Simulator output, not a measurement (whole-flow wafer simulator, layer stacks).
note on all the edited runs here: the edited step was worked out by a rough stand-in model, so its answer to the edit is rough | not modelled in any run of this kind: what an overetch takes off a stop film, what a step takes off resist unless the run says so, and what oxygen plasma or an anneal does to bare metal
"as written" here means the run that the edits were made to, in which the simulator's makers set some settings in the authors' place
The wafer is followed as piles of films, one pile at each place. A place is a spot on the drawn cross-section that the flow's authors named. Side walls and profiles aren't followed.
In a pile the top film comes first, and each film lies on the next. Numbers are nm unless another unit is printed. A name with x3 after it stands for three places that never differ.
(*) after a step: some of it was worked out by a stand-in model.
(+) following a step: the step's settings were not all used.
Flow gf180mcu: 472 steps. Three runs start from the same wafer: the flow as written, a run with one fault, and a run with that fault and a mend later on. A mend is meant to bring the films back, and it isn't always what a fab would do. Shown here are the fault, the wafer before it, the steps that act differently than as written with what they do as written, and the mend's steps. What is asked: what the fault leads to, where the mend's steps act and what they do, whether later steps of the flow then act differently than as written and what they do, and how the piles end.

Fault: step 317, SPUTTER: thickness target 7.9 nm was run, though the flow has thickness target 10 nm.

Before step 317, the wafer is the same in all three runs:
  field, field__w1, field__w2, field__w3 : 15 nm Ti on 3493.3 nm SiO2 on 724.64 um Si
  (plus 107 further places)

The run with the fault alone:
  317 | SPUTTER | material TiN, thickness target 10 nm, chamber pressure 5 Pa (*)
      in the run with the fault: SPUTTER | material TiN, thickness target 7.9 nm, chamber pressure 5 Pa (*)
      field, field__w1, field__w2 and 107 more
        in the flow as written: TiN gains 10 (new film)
        in the run with the fault: TiN gains 7.9 (new film)
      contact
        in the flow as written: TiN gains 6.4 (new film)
        in the run with the fault: TiN gains 5.06 (new film)
  Steps further on in the flow that do not act as written (not shown: 1 more step that differs only slightly, by at most 2% or 0.5 nm, whichever is larger):
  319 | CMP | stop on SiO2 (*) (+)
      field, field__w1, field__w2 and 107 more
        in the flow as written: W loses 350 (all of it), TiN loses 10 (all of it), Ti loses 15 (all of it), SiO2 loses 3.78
        in the run with the fault: W loses 350 (all of it), TiN loses 7.9 (all of it), Ti loses 15 (all of it), SiO2 loses 3.76
  By the end, the piles at contact depart from the flow's by more than 2% or 0.5 nm, whichever is larger.
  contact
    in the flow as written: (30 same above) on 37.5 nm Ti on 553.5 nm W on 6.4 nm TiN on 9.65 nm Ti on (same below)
    in the run with the fault: (30 same above) on 37.5 nm Ti on 554.9 nm W on 5.06 nm TiN on 9.65 nm Ti on (same below)

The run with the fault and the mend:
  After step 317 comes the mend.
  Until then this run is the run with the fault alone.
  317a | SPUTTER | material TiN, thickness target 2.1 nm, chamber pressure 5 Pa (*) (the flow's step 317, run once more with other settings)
      field, field__w1, field__w2 and 107 more
        TiN gains 2.1
      contact
        TiN gains 1.34
  Every later step of the flow that is run acts as written at every place that is followed.
  By the end, the piles equal the flow's at every place that both follow.
